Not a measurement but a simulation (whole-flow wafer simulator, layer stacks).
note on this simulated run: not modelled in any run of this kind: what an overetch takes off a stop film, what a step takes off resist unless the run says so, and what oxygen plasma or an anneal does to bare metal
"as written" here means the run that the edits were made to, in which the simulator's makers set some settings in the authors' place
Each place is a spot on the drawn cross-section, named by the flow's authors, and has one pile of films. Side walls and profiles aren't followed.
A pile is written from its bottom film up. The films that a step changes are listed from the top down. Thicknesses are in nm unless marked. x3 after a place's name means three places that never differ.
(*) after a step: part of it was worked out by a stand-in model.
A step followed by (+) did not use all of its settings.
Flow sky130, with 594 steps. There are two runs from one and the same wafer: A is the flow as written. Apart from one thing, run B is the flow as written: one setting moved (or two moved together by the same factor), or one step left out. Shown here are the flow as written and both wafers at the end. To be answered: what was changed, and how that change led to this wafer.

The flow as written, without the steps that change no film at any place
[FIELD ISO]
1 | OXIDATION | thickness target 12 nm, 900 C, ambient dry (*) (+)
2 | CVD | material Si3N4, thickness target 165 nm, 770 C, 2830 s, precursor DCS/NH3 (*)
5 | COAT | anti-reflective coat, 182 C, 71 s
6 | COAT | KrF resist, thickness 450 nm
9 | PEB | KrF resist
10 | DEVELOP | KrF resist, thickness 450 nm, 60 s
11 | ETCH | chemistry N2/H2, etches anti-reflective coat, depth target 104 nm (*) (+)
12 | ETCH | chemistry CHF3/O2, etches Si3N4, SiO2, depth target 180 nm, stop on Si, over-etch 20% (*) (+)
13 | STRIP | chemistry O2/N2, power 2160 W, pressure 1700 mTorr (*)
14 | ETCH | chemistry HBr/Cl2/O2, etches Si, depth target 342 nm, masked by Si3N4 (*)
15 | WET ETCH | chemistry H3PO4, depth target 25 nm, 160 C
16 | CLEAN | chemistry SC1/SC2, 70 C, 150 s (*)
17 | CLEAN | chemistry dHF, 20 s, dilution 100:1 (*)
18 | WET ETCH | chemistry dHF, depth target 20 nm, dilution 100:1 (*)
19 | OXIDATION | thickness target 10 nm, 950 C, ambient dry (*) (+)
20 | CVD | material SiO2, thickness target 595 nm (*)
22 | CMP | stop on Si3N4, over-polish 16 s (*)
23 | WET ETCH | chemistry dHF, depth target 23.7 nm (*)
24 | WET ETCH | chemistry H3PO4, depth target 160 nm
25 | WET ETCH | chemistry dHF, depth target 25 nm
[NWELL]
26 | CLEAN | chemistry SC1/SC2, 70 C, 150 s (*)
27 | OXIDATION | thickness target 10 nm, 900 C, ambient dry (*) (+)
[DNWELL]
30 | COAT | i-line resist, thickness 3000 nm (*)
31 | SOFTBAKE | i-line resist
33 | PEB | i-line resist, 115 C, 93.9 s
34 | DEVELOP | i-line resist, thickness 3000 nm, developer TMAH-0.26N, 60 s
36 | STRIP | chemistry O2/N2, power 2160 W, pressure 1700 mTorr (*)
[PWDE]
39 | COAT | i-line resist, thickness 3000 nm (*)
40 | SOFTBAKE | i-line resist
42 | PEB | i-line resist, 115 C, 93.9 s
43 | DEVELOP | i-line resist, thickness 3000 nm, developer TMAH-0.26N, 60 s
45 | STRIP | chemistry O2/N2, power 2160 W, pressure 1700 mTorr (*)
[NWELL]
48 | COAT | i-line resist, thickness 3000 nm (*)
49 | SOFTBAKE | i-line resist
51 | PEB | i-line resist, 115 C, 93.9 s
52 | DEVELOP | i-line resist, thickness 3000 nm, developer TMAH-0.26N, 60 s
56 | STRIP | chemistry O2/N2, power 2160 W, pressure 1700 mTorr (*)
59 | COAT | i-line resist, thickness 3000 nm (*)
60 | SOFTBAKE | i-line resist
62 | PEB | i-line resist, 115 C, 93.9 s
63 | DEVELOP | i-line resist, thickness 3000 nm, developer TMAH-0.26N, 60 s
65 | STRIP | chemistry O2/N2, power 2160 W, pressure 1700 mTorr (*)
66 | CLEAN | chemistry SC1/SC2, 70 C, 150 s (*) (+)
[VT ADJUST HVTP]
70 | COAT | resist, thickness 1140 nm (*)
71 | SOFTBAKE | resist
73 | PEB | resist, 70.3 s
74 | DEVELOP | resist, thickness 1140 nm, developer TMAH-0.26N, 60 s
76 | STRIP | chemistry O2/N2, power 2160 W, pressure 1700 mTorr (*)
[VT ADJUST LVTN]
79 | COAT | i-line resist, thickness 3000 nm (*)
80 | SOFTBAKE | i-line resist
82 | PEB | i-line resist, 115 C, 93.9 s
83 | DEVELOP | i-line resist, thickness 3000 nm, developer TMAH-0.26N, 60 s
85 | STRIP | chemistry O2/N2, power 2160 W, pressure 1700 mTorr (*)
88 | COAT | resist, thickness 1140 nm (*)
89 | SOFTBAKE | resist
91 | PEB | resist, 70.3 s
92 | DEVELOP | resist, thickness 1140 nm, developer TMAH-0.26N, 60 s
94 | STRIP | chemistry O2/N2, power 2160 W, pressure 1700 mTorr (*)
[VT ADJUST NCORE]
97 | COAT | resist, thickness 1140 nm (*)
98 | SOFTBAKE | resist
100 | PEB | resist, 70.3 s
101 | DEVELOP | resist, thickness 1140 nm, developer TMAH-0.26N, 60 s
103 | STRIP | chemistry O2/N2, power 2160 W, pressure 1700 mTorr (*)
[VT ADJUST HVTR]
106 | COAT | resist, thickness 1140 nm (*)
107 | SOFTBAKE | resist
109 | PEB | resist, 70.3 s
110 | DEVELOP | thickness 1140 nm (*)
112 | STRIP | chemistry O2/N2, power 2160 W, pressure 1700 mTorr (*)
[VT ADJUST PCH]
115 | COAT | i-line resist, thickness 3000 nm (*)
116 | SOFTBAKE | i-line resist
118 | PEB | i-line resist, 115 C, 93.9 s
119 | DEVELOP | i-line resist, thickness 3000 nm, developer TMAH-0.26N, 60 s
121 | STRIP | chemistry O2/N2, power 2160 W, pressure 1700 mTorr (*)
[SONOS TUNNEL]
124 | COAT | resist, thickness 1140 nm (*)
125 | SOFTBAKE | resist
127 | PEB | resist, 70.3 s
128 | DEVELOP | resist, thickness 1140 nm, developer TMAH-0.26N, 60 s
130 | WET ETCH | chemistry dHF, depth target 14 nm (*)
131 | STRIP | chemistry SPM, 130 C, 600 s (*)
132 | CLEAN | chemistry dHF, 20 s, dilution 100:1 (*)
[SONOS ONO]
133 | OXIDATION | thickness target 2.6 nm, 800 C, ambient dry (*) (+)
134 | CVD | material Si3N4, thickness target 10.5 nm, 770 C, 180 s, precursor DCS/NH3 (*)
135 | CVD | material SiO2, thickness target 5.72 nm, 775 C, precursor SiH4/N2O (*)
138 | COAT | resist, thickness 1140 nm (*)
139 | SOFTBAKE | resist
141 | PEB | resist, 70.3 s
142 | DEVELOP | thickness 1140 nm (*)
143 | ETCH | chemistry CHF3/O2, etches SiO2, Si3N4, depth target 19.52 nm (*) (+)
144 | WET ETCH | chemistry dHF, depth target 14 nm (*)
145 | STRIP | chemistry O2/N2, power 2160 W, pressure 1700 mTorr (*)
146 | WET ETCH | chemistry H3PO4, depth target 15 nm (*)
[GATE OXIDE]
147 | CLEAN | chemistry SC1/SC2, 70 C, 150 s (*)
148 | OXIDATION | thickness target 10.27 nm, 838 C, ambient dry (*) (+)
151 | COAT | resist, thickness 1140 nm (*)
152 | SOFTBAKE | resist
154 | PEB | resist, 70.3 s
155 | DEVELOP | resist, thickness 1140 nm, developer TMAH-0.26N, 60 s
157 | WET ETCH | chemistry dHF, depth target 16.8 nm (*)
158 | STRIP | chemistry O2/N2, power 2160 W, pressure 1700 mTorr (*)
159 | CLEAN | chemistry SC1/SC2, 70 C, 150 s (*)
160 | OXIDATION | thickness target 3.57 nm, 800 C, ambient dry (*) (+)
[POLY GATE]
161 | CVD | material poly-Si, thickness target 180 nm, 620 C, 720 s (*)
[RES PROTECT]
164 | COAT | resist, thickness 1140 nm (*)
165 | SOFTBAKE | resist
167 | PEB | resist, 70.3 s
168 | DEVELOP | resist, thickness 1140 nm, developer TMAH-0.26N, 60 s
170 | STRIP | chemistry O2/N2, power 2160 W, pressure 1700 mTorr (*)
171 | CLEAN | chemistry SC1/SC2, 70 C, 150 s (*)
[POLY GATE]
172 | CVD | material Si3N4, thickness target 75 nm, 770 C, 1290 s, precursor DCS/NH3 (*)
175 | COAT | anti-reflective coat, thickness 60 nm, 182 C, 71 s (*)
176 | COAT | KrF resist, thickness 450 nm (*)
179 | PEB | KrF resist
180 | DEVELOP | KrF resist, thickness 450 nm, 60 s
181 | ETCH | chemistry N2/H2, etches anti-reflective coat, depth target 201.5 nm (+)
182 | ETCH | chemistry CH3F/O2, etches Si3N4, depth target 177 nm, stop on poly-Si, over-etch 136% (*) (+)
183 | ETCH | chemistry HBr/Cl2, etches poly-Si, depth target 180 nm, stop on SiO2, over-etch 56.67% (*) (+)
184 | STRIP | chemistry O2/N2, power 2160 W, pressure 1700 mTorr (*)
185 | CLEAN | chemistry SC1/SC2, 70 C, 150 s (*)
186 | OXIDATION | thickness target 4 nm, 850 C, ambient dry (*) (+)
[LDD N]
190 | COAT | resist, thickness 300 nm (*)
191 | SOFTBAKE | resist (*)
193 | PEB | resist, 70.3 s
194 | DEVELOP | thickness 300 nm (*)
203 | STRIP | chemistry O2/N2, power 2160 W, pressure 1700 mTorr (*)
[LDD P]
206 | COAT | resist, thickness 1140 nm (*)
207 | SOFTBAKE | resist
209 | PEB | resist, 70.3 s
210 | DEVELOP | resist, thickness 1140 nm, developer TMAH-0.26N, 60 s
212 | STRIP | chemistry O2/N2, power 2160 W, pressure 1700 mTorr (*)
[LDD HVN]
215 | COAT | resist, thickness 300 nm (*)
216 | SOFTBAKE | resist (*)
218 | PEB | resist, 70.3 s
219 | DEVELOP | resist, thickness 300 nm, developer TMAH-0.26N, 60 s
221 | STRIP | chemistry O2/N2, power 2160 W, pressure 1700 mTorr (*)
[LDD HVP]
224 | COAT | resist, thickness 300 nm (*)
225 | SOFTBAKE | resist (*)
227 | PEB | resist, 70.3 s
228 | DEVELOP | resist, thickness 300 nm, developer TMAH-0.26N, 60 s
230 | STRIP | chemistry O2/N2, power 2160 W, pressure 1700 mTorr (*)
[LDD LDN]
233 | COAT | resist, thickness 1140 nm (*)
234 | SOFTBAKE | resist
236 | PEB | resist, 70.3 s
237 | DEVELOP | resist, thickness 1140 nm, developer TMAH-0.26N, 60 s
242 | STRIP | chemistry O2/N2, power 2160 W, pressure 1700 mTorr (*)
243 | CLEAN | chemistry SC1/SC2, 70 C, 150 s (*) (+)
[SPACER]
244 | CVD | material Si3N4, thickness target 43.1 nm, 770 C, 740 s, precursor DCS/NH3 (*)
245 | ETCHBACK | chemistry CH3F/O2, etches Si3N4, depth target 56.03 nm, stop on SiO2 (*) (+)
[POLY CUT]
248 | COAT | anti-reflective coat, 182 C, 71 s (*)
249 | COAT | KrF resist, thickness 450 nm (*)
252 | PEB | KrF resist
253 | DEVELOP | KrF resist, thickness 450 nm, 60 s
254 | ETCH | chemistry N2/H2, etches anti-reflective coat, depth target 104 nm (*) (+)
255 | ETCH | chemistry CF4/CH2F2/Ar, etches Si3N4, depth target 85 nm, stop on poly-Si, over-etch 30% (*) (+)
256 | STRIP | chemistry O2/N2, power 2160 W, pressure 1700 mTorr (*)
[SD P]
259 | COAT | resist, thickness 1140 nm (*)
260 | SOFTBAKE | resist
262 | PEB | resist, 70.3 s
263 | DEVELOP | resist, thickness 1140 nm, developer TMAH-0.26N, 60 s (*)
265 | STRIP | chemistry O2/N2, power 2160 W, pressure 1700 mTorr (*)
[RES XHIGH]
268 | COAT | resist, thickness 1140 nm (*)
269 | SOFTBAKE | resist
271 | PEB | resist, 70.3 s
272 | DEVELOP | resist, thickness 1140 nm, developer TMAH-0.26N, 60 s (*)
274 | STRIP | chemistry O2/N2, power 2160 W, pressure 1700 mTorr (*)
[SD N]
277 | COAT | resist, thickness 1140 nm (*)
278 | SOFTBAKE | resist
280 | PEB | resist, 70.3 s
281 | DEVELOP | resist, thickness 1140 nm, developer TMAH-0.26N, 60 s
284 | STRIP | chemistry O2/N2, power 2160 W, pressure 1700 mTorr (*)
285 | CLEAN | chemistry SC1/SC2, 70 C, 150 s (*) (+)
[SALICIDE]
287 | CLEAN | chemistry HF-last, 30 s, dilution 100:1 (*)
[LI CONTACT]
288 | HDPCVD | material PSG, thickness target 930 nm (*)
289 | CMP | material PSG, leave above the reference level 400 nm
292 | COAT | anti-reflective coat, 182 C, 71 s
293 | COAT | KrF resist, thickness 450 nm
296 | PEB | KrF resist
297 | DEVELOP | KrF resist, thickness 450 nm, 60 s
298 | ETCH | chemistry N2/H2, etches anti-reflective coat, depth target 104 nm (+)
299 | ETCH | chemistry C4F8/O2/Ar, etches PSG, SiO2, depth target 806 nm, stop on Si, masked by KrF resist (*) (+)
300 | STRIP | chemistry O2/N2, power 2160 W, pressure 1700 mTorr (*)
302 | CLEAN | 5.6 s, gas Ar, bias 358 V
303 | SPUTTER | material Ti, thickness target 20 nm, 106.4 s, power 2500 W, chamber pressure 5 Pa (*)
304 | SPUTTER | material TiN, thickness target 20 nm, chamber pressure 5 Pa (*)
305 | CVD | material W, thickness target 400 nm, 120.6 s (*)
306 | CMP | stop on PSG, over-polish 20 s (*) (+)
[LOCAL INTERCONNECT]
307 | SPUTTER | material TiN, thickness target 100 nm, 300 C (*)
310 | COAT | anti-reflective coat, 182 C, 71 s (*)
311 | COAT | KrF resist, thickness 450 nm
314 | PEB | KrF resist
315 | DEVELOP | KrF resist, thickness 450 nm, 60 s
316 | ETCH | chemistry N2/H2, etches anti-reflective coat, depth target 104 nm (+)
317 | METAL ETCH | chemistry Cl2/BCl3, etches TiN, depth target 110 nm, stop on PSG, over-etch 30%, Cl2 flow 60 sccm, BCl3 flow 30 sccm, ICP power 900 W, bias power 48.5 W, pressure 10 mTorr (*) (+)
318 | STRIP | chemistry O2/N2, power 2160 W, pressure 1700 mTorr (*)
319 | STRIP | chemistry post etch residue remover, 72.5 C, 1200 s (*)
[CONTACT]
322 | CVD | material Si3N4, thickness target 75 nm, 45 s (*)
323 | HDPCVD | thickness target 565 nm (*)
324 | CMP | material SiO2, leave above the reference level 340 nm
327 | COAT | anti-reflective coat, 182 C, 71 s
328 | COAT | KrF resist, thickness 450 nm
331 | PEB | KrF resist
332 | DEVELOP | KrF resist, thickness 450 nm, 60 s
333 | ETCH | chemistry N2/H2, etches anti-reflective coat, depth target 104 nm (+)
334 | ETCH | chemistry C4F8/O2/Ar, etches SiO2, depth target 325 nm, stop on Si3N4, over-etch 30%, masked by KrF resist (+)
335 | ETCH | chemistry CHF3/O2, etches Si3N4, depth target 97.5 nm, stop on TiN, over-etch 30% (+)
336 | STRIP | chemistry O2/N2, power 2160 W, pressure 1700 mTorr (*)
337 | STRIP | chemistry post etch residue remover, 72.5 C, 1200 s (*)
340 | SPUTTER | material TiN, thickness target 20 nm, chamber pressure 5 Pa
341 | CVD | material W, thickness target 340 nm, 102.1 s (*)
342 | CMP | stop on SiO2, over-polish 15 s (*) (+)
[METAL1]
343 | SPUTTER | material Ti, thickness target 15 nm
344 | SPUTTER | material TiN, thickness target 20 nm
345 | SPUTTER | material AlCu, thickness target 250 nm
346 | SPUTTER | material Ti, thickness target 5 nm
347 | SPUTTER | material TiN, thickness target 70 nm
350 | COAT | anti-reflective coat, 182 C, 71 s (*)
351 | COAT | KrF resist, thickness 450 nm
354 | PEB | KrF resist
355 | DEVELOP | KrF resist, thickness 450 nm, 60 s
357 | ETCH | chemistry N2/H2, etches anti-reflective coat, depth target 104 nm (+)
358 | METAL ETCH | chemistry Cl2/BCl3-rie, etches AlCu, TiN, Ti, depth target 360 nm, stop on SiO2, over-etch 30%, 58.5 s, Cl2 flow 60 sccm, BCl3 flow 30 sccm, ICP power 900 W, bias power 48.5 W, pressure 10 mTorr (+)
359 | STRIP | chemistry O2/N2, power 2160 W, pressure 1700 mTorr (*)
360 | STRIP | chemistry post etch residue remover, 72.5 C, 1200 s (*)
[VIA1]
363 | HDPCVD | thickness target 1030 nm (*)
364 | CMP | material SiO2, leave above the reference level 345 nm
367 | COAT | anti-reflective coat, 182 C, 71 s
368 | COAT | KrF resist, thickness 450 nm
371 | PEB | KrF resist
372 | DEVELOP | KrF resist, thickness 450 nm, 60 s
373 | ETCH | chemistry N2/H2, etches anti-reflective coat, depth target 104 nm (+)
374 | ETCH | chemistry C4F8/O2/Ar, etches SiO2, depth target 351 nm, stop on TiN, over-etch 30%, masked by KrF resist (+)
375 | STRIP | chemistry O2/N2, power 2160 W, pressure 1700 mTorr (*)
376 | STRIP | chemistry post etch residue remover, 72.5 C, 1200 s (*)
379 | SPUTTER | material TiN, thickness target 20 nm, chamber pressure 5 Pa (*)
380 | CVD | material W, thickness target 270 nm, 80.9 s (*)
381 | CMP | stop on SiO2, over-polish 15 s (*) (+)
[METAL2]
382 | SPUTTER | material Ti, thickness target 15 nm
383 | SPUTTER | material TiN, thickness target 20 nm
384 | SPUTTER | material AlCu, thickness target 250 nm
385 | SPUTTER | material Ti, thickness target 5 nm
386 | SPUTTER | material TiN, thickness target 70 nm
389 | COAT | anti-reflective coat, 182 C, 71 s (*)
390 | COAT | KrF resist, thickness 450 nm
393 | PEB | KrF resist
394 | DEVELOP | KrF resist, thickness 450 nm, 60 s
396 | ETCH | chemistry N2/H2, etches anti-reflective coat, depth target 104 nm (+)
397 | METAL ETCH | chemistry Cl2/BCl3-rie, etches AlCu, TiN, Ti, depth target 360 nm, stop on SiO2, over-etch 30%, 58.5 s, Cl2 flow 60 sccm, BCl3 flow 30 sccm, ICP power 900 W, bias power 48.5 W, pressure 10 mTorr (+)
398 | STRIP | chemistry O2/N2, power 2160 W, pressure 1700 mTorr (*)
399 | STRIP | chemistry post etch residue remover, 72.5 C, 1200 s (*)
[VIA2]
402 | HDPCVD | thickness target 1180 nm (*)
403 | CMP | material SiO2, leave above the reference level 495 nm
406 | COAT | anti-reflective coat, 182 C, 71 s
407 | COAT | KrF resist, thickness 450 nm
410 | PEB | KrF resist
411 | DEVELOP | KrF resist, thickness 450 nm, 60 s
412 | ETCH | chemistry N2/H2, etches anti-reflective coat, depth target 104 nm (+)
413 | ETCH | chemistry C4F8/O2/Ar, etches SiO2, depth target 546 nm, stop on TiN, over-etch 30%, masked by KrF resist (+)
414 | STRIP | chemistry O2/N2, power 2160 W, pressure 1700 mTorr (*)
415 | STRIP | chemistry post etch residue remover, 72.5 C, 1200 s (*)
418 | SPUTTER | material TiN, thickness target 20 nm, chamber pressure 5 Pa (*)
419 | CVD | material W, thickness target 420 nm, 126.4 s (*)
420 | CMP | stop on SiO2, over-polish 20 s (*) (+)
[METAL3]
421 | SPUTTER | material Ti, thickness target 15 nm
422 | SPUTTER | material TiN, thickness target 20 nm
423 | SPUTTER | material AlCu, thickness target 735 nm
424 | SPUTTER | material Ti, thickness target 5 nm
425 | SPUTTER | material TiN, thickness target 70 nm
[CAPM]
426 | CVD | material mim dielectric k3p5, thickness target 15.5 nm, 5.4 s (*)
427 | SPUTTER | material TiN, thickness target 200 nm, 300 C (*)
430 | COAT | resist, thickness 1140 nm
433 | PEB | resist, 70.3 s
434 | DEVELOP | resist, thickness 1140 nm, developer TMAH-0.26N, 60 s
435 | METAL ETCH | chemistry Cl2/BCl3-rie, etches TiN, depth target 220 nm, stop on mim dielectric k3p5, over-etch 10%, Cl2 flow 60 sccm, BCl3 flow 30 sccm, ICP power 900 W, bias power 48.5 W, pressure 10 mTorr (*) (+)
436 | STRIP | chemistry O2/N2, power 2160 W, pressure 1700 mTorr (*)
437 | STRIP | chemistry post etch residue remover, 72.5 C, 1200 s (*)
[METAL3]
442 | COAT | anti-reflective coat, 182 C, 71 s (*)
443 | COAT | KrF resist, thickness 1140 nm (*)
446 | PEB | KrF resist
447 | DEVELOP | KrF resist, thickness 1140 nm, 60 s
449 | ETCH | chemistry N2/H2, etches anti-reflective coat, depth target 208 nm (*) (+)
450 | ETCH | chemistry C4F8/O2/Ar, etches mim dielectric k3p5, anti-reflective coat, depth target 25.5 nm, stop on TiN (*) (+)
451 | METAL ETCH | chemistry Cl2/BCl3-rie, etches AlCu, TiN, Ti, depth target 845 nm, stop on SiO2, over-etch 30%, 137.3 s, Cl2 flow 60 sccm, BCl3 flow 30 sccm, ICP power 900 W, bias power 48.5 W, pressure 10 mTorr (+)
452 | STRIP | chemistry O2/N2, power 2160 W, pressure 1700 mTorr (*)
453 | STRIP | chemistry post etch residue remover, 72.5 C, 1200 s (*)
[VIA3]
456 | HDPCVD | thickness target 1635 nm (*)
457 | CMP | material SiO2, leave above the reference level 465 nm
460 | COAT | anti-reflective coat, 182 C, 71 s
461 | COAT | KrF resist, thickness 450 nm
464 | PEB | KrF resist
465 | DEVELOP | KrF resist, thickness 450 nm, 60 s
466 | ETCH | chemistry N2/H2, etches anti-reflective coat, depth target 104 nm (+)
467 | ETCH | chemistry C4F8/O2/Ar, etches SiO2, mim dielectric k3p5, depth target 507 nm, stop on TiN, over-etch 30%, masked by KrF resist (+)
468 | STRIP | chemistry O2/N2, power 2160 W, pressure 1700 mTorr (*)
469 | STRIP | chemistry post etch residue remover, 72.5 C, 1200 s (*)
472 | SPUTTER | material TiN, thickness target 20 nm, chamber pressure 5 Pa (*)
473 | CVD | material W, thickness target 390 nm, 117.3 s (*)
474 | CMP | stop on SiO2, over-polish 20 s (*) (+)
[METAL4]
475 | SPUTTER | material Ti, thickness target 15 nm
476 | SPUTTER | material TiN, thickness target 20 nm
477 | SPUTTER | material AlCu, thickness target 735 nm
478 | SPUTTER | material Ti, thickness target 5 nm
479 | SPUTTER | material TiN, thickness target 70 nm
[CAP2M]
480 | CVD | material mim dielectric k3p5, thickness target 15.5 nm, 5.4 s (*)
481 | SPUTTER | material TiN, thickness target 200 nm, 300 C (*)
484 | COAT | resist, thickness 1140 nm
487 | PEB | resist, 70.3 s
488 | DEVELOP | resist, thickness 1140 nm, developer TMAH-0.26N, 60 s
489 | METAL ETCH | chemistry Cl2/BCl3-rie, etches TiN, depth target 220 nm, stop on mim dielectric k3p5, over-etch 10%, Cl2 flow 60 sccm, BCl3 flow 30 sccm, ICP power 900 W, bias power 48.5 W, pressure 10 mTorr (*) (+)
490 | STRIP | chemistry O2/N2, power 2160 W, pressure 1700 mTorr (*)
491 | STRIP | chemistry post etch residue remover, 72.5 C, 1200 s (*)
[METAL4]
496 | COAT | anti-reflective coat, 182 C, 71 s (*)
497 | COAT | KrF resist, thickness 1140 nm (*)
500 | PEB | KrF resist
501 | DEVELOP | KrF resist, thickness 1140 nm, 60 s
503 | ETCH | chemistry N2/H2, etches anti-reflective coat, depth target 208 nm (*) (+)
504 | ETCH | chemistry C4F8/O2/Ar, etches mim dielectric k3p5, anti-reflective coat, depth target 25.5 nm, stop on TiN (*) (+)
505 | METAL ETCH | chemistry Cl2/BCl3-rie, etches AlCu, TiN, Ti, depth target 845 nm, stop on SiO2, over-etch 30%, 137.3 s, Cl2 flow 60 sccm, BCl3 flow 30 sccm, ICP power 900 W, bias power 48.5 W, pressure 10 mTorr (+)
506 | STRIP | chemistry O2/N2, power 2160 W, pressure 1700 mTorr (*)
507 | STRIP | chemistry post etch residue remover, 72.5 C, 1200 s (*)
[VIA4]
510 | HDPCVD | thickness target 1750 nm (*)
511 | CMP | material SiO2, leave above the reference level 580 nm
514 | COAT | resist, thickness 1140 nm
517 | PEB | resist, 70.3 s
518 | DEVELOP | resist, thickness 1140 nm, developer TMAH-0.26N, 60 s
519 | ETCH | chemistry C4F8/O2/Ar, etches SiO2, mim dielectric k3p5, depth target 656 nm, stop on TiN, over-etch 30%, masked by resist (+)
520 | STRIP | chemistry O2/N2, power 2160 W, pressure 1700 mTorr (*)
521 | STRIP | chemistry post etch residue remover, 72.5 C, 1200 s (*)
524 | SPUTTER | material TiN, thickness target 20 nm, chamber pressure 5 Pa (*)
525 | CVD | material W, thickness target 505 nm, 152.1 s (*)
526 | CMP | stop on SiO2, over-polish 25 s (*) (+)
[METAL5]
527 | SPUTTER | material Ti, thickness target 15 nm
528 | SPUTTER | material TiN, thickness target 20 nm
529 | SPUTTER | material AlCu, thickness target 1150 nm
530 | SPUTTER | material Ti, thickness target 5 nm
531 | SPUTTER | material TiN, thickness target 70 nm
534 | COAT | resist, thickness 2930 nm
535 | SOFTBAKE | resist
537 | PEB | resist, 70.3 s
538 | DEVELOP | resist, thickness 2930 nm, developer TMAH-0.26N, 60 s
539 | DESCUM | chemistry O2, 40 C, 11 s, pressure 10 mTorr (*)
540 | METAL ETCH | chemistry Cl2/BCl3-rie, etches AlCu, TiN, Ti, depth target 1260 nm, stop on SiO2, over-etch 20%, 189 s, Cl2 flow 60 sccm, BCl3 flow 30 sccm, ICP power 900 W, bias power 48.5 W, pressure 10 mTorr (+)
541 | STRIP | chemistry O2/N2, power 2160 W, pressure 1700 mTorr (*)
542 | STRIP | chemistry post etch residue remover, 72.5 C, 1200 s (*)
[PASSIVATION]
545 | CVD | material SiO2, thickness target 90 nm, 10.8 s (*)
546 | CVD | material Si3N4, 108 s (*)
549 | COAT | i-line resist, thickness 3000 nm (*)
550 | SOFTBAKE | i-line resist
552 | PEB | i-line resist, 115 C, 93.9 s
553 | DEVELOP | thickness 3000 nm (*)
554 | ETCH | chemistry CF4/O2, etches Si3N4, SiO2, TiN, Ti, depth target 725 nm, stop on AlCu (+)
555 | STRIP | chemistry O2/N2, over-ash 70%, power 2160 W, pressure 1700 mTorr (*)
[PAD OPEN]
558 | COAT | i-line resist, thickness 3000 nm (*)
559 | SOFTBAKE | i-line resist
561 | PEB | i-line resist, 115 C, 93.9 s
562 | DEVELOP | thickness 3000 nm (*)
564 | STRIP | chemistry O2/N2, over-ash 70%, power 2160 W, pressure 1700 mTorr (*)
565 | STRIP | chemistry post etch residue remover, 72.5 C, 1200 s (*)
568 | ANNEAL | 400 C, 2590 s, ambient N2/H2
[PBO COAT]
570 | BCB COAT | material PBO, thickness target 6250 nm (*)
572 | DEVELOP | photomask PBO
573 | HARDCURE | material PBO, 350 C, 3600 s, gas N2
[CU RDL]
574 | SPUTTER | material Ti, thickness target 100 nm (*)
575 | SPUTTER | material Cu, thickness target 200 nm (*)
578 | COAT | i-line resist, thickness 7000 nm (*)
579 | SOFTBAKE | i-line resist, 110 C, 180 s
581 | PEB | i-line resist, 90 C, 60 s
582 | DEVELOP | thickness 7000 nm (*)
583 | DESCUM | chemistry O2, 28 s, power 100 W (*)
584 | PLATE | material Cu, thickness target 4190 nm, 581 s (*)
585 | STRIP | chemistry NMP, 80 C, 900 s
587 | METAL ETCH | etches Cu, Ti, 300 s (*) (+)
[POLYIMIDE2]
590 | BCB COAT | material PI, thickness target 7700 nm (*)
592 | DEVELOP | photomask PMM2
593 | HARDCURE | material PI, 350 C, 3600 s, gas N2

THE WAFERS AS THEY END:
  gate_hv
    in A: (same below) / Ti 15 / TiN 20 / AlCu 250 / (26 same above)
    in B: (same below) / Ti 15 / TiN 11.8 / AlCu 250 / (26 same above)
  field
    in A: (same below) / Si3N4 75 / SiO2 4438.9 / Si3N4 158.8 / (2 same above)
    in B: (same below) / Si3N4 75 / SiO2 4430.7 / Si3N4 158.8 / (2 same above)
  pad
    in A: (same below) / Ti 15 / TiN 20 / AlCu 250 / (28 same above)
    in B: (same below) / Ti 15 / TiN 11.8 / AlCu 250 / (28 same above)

What caused this: step 344, SPUTTER: thickness target 11.8 nm was run, whereas the flow has thickness target 20 nm.
The wafer itself shows it: gate_hv has TiN 11.8, and step 344 as written asks for 20 nm.

The path from the change to this, step by step:
  344 | SPUTTER | material TiN, thickness target 20 nm
      field, active, n_well and 188 more: A +20 TiN (new film) | B +11.8 TiN (new film)
  358 | METAL ETCH | chemistry Cl2/BCl3-rie, etches AlCu, TiN, Ti, depth target 360 nm, stop on SiO2, over-etch 30%, 58.5 s, Cl2 flow 60 sccm, BCl3 flow 30 sccm, ICP power 900 W, bias power 48.5 W, pressure 10 mTorr (+)
      field, active, gate and 81 more: A -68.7 TiN (all of it), -5 Ti (all of it), -250 AlCu (all of it), -20 TiN (all of it), -15 Ti (all of it), -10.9 SiO2 | B -68.7 TiN (all of it), -5 Ti (all of it), -250 AlCu (all of it), -11.8 TiN (all of it), -15 Ti (all of it), -11.8 SiO2
